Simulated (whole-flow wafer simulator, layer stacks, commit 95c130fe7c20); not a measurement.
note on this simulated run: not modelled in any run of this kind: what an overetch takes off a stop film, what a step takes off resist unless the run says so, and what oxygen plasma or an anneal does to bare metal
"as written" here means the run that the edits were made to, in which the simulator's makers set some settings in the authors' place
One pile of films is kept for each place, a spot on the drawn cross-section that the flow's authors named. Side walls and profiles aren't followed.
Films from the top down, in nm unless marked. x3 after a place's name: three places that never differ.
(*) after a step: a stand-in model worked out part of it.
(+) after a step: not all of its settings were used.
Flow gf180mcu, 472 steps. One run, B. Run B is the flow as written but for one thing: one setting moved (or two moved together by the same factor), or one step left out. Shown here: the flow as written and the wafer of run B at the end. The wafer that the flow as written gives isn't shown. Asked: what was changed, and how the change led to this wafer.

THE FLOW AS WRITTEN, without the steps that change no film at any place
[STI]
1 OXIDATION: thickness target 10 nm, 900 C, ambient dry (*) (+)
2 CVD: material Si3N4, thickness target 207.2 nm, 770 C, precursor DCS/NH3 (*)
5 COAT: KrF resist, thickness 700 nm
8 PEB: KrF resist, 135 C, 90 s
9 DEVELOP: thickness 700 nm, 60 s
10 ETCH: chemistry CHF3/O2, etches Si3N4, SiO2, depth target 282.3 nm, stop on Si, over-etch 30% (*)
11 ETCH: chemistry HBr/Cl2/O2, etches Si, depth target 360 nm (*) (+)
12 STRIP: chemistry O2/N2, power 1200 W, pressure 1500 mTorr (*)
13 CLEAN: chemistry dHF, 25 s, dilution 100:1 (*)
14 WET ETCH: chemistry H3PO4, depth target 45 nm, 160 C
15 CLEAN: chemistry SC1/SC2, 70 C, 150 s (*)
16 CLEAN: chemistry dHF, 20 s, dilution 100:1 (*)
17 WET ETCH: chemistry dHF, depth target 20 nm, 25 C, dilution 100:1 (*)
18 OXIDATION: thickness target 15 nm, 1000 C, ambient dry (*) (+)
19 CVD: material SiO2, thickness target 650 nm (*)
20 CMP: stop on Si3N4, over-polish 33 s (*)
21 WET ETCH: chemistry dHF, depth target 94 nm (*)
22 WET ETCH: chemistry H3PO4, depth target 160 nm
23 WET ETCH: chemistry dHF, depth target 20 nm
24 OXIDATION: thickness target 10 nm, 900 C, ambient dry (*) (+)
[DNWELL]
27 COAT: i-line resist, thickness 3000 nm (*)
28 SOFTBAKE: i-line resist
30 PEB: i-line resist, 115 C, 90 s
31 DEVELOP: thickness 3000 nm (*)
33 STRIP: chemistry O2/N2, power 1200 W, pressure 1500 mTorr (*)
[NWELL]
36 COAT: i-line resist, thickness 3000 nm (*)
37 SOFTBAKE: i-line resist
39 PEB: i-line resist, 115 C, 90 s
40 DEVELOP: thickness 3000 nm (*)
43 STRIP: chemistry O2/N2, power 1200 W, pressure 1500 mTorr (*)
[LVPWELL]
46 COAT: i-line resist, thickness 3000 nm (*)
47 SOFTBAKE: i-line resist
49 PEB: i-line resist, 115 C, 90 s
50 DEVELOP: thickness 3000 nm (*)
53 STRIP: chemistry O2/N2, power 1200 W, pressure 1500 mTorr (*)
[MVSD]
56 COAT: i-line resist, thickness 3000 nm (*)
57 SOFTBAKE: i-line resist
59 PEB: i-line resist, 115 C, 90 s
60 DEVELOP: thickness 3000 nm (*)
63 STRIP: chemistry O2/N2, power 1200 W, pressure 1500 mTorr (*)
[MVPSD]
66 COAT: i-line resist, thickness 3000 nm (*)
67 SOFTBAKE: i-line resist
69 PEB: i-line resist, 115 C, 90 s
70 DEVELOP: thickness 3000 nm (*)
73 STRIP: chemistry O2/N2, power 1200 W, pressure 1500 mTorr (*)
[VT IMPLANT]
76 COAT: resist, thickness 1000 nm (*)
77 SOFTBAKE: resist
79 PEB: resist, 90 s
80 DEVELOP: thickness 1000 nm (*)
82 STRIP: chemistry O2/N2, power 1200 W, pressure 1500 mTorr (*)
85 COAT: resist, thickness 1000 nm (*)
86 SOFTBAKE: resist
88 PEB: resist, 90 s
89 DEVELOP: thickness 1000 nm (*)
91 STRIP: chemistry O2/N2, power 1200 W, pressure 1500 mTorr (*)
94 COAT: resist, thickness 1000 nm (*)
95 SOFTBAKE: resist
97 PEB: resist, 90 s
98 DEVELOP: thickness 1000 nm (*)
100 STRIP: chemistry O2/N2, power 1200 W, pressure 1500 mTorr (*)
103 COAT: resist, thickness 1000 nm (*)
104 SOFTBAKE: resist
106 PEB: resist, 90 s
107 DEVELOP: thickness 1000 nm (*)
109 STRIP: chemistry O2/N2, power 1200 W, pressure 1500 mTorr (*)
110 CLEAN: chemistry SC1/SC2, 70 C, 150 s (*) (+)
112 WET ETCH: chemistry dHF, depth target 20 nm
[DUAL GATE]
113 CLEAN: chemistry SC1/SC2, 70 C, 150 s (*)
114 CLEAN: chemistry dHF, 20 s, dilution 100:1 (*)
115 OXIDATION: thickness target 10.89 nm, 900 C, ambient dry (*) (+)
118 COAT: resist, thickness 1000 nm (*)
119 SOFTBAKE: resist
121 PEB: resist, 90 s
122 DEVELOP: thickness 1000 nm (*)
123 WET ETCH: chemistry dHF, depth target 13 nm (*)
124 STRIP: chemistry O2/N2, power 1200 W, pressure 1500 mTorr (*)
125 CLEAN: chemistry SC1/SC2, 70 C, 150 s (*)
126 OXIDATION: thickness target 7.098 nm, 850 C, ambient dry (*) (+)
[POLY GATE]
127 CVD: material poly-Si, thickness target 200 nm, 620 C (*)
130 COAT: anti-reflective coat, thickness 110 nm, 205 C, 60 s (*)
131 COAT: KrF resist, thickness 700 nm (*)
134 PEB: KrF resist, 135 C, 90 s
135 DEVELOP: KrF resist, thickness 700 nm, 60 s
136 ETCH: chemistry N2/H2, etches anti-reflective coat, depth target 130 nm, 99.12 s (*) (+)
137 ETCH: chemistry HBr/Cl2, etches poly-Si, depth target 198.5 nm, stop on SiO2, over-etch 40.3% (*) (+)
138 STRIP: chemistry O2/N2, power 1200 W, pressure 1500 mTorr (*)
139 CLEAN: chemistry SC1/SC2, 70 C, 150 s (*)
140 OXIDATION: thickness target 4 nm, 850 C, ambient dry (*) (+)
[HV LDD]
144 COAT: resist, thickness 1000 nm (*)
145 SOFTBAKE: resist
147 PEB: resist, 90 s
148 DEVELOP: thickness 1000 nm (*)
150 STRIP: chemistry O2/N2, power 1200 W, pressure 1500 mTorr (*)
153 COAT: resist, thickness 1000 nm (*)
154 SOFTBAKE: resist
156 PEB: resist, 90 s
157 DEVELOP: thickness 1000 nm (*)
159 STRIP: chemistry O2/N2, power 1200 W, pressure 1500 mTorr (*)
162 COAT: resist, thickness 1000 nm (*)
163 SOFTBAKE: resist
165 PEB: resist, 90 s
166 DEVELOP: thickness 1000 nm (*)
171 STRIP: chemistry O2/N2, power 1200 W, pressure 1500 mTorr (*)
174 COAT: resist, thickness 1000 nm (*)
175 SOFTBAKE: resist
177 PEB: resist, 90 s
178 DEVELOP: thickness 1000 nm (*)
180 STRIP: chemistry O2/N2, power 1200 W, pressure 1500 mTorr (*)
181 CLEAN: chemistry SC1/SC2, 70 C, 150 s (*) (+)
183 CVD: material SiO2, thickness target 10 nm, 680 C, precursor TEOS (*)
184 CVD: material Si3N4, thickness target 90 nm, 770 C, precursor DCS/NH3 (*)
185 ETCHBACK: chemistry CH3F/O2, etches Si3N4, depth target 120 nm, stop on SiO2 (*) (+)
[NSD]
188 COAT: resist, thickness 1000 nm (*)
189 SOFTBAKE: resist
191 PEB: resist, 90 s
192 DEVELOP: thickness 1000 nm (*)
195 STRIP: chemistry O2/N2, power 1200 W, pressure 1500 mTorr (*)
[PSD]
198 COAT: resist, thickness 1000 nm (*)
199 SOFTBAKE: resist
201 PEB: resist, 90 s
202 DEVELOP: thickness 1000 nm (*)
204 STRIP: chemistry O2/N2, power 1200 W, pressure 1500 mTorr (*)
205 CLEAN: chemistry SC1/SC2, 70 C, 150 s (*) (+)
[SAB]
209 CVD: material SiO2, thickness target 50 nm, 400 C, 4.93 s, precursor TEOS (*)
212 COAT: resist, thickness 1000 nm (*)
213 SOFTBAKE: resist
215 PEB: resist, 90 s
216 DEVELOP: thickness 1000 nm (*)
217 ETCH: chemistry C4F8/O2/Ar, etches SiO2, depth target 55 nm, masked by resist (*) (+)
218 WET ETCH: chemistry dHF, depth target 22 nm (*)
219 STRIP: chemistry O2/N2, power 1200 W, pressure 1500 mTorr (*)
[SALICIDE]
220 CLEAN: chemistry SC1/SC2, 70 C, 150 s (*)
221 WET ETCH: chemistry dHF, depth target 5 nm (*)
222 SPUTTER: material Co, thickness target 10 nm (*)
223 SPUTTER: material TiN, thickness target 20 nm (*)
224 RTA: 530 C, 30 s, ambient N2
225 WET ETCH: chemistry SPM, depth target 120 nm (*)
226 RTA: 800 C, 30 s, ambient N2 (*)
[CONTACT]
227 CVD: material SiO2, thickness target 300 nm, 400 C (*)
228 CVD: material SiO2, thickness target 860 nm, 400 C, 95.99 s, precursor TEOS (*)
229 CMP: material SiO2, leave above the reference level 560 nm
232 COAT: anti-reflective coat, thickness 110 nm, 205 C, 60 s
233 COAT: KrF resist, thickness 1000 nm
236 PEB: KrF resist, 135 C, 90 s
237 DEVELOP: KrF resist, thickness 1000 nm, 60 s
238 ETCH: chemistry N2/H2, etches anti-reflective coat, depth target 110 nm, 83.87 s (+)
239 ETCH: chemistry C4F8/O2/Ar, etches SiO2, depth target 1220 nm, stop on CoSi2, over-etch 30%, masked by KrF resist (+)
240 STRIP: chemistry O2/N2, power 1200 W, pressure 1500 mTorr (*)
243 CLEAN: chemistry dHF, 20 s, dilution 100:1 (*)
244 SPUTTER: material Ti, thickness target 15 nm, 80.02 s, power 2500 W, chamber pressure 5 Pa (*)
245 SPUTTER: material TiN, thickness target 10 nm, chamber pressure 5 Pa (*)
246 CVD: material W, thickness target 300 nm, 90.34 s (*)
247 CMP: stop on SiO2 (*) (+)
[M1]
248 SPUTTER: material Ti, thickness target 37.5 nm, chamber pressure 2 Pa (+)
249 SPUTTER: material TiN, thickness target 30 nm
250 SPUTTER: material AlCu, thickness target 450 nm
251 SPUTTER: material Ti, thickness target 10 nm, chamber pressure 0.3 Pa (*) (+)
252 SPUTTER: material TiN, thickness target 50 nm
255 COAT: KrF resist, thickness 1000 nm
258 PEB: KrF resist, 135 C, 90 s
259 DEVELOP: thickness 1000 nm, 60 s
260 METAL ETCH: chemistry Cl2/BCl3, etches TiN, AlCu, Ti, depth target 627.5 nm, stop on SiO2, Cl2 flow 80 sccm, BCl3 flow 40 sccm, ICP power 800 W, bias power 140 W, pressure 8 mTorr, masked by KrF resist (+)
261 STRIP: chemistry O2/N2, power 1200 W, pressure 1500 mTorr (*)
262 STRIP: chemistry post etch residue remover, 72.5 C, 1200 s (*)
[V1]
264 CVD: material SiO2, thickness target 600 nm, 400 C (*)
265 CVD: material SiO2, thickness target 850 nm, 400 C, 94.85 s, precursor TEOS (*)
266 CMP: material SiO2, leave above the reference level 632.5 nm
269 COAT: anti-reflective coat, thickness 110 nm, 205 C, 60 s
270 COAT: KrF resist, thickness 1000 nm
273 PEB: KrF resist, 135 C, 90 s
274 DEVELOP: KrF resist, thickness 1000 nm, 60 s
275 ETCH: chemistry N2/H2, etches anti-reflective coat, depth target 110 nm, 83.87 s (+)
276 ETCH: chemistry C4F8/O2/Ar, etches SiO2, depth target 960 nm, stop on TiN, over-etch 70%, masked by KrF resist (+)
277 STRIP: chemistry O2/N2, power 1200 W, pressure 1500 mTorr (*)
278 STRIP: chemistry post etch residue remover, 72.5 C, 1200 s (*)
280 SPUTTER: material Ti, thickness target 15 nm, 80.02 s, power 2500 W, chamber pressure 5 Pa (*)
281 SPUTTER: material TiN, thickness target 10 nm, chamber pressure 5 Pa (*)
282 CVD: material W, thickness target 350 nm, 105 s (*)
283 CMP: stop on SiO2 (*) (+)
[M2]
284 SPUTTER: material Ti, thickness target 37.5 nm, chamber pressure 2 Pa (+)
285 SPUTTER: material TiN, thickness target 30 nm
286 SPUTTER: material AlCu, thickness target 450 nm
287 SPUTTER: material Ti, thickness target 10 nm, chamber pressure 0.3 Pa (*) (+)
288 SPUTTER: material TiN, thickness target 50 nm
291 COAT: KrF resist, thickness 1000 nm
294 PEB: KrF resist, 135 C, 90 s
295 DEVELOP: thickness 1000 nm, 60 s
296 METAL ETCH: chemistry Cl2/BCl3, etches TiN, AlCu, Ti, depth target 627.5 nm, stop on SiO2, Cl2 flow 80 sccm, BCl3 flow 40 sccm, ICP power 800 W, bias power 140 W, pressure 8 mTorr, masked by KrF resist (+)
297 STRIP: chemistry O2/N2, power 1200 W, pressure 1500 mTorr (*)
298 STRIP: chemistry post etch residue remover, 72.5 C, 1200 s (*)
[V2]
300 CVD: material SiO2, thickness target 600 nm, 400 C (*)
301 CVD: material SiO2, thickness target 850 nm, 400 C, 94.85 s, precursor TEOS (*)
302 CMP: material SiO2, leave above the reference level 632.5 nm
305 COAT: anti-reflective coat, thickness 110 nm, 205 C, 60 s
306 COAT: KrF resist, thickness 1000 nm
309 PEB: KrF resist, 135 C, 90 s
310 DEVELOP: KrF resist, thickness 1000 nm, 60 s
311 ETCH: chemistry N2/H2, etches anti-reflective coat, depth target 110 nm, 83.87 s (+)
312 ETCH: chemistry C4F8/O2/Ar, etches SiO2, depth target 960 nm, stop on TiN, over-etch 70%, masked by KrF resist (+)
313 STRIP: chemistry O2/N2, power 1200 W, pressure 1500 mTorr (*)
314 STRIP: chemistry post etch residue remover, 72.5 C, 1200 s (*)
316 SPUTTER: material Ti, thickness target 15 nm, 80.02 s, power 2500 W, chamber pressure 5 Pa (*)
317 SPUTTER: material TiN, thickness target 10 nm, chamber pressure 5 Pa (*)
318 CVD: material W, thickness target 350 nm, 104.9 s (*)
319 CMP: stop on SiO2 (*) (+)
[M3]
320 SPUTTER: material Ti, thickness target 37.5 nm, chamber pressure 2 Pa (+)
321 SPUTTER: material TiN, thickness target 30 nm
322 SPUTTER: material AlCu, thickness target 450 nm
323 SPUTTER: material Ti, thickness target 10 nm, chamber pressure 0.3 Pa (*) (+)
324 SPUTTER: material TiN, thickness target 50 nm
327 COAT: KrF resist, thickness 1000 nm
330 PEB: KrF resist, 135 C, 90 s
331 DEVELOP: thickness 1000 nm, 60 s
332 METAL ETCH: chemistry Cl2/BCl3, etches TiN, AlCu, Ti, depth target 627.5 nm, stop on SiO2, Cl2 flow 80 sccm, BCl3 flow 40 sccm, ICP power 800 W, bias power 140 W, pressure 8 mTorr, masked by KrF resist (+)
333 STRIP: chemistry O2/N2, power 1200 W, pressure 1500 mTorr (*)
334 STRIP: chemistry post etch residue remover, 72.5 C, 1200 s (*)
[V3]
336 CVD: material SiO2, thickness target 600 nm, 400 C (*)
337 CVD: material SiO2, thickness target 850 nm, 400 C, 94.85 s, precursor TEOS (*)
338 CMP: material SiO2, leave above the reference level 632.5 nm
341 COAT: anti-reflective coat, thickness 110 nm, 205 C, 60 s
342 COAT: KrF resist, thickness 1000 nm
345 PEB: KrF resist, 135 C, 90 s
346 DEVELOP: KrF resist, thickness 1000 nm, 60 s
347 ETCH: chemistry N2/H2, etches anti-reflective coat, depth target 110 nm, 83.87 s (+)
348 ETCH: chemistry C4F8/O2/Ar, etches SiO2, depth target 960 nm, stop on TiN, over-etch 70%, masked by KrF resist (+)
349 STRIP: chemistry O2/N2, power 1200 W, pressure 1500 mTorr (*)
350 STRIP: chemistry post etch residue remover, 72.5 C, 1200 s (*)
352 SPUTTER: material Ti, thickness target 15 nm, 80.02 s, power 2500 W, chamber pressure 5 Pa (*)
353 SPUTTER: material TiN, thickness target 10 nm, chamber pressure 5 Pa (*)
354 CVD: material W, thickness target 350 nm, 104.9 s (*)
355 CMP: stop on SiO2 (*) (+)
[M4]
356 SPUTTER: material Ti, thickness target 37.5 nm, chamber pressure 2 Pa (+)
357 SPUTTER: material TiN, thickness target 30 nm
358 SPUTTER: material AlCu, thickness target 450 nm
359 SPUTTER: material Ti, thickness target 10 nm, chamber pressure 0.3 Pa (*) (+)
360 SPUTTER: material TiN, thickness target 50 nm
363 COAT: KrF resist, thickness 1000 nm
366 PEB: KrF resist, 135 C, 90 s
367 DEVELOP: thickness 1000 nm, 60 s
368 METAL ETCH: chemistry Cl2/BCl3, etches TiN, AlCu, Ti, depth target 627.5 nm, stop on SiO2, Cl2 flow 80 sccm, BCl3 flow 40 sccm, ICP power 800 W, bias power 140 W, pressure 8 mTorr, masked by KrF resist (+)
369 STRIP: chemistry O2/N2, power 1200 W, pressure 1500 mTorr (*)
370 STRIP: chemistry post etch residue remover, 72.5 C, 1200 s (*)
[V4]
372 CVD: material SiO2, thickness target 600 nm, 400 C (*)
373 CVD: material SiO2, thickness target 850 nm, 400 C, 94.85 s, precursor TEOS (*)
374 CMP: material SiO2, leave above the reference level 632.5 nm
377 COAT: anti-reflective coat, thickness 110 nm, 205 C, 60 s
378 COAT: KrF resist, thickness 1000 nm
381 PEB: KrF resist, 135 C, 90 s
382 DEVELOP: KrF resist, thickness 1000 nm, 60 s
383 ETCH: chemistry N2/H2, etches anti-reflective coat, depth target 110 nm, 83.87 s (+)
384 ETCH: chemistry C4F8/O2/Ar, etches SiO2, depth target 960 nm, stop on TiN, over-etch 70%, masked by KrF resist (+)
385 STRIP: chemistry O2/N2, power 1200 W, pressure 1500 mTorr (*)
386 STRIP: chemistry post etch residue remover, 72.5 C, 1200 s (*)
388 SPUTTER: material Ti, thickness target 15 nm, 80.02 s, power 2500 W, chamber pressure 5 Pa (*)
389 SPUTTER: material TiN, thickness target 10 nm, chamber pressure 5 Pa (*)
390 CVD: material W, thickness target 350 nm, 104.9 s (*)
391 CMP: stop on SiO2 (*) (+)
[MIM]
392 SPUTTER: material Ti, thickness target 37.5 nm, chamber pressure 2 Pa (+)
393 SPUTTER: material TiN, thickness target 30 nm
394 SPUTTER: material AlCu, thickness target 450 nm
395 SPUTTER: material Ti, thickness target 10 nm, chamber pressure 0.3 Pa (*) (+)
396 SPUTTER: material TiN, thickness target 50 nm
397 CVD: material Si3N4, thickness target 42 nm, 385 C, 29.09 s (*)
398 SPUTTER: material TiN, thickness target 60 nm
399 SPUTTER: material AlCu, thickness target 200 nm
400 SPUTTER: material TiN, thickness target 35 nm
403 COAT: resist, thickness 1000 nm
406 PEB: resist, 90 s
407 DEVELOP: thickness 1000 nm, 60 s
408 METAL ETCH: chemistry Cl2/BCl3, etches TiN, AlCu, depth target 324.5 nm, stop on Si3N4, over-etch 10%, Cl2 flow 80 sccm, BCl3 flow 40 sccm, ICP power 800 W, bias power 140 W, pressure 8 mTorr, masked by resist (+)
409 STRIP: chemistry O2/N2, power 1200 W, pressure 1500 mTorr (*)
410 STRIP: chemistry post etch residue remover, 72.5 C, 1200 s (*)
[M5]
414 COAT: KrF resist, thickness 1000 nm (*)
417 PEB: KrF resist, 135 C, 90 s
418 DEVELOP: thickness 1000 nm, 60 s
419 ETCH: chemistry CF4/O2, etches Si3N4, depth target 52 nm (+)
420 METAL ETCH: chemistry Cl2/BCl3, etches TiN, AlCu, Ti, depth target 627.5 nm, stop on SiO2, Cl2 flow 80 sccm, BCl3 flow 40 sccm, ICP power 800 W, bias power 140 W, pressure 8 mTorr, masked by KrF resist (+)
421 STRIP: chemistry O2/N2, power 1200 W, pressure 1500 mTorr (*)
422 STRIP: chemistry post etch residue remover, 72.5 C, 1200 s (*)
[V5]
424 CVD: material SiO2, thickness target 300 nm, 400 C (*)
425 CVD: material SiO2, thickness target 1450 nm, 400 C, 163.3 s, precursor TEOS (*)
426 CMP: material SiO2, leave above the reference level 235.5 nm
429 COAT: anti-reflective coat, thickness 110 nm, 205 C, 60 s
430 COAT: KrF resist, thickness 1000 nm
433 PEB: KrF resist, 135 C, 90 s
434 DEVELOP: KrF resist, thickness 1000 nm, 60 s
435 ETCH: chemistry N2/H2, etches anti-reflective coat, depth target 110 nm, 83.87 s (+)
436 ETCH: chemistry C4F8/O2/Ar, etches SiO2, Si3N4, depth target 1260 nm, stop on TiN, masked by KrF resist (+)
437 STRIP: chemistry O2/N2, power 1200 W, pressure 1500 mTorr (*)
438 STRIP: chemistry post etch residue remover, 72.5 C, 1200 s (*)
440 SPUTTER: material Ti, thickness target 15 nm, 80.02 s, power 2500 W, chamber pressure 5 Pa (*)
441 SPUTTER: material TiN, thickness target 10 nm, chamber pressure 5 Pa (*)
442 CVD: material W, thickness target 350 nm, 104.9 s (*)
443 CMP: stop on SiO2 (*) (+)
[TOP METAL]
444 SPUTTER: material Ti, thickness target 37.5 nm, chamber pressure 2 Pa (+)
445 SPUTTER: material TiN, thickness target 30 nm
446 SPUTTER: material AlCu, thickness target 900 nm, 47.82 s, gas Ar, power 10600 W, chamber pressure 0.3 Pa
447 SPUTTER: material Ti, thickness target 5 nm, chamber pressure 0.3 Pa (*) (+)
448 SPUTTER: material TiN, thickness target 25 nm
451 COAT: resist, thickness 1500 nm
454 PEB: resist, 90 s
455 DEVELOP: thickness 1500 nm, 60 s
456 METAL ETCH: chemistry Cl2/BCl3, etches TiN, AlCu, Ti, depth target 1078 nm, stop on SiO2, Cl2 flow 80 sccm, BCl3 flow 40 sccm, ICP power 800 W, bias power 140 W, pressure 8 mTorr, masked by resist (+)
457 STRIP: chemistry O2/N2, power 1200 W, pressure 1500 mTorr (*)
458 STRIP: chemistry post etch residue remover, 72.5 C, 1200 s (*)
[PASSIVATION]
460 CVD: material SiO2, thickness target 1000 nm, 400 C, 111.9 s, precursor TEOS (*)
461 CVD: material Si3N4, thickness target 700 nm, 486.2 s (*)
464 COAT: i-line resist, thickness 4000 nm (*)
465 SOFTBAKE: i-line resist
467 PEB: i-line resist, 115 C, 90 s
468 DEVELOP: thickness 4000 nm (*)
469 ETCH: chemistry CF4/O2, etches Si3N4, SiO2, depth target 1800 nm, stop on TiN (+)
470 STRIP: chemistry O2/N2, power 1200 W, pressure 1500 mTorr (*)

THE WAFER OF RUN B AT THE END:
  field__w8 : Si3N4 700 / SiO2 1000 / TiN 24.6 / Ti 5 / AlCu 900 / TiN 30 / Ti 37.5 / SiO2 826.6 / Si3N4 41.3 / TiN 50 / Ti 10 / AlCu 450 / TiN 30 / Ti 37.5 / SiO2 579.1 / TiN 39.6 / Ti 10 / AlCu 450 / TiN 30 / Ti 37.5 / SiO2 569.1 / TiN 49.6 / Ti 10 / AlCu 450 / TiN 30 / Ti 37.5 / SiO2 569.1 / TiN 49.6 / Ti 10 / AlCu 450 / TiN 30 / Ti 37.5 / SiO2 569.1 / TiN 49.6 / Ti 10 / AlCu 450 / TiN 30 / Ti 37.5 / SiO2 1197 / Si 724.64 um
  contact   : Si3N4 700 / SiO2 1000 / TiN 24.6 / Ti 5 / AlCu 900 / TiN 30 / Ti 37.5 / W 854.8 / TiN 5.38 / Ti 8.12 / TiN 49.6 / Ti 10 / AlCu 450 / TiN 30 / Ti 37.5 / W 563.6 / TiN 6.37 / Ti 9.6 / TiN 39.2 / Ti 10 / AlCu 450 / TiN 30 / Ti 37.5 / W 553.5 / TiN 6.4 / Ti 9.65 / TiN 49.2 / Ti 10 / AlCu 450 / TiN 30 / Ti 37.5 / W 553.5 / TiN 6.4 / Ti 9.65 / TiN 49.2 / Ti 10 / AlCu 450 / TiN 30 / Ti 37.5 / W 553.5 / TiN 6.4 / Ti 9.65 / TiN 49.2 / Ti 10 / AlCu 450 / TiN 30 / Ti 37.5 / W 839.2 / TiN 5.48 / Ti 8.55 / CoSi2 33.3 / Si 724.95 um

The cause: step 360, SPUTTER: thickness target 40 nm was run, where the flow has thickness target 50 nm.

How the change led to this, step by step:
  360 SPUTTER: material TiN, thickness target 50 nm
      field, field__w1, field__w2 and 108 more: TiN +40 (new film) (as written it would be: TiN +50 (new film))
  368 METAL ETCH: chemistry Cl2/BCl3, etches TiN, AlCu, Ti, depth target 627.5 nm, stop on SiO2, Cl2 flow 80 sccm, BCl3 flow 40 sccm, ICP power 800 W, bias power 140 W, pressure 8 mTorr, masked by KrF resist (+)
      field, field__w1, field__w2 and 103 more: TiN -40 (all of it), Ti -10 (all of it), AlCu -450 (all of it), TiN -30 (all of it), Ti -37.5 (all of it) (as written it would be: TiN -50 (all of it), Ti -10 (all of it), AlCu -450 (all of it), TiN -30 (all of it), Ti -37.5 (all of it))
